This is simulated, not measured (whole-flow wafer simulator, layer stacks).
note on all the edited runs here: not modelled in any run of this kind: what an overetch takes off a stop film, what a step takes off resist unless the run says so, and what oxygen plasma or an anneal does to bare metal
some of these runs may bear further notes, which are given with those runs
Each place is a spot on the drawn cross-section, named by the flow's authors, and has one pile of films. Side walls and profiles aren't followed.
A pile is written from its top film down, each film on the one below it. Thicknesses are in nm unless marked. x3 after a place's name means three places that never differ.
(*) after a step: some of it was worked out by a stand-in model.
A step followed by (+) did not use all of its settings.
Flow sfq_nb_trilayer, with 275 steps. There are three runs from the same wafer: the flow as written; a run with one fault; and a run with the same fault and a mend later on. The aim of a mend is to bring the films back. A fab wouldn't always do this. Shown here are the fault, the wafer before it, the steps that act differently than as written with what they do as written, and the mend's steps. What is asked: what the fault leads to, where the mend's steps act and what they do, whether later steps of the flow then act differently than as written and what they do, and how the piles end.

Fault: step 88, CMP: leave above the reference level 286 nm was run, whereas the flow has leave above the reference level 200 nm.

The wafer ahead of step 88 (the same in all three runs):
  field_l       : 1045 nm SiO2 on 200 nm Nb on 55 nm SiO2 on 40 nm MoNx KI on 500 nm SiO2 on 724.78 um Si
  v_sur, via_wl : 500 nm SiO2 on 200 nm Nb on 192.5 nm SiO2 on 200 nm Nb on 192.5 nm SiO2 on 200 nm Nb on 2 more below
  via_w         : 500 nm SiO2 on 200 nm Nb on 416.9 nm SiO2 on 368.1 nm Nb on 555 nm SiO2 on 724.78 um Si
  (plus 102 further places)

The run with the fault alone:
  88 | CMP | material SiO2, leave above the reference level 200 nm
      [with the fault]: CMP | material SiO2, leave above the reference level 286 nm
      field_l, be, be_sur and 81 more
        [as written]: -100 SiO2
        [with the fault]: -14 SiO2
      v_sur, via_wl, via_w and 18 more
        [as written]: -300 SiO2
        [with the fault]: -214 SiO2
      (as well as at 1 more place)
  Steps later in the flow that act otherwise than as written (4 more steps, not shown, differ only slightly: by at most 2% or 0.5 nm, whichever is larger):
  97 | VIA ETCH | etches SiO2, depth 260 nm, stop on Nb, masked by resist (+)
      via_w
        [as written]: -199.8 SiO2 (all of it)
        [with the fault]: -260 SiO2
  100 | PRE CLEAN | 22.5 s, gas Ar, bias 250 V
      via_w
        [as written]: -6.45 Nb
        [with the fault]: -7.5 SiO2
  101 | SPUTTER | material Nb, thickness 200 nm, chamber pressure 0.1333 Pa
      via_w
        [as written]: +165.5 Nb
        [with the fault]: +152.6 Nb (new film)
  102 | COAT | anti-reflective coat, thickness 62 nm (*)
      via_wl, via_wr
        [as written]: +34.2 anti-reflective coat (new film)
        [with the fault]: +23 anti-reflective coat (new film)
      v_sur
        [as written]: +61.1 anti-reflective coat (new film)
        [with the fault]: +55.7 anti-reflective coat (new film)
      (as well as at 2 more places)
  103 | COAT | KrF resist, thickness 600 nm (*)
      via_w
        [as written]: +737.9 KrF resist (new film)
        [with the fault]: +794 KrF resist (new film)
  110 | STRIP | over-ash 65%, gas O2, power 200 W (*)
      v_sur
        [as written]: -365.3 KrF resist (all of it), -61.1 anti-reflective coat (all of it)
        [with the fault]: -362.3 KrF resist (all of it), -55.7 anti-reflective coat (all of it)
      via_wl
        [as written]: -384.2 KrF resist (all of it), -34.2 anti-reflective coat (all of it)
        [with the fault]: -383.9 KrF resist (all of it), -23 anti-reflective coat (all of it)
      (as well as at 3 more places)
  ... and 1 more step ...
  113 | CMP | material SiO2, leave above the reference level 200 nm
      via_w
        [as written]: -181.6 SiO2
        [with the fault]: -157.1 SiO2
  At field_l, v_sur, via_wl and 103 more, the piles at the end differ from the flow's by more than 2% or 0.5 nm, whichever is larger.
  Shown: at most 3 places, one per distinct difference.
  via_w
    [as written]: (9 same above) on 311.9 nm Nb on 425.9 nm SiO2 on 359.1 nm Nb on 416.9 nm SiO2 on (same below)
    [with the fault]: (9 same above) on 311.9 nm Nb on 500.1 nm SiO2 on 152.6 nm Nb on 18.3 nm SiO2 on 200 nm Nb on 416.9 nm SiO2 on (same below)
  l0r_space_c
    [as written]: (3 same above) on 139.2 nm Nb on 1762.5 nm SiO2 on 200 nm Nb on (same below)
    [with the fault]: (3 same above) on 139.2 nm Nb on 1848.5 nm SiO2 on 200 nm Nb on (same below)
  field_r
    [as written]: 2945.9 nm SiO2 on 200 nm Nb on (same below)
    [with the fault]: 3031.9 nm SiO2 on 200 nm Nb on (same below)

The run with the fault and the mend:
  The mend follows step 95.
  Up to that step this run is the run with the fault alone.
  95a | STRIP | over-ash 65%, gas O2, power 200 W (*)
      field_l, v_sur, via_wl and 102 more
        -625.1 KrF resist (all of it), -62 anti-reflective coat (all of it)
      via_w
        -62 anti-reflective coat (all of it)
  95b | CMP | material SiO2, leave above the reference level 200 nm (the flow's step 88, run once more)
      field_l, v_sur, via_wl and 103 more
        -86 SiO2
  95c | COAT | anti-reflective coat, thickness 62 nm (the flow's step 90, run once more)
      field_l, v_sur, via_wl and 103 more
        +62 anti-reflective coat (new film)
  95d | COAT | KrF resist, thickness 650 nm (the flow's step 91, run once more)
      field_l, v_sur, via_wl and 103 more
        +650 KrF resist (new film)
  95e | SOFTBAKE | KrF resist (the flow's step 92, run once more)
      leaves every film unchanged at each place that is followed
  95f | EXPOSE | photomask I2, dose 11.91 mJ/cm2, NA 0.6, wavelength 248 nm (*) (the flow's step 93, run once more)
      leaves every film unchanged at each place that is followed
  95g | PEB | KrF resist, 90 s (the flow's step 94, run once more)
      field_l, v_sur, via_wl and 103 more
        -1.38 KrF resist
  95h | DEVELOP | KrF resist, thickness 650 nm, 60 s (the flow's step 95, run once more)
      field_l, v_sur, via_wl and 102 more
        -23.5 KrF resist
      via_w
        -648.6 KrF resist (all of it)
  Later steps of the flow that are run all act as written at every place that is followed.
  At every place that both follow, the piles at the end match the flow's.
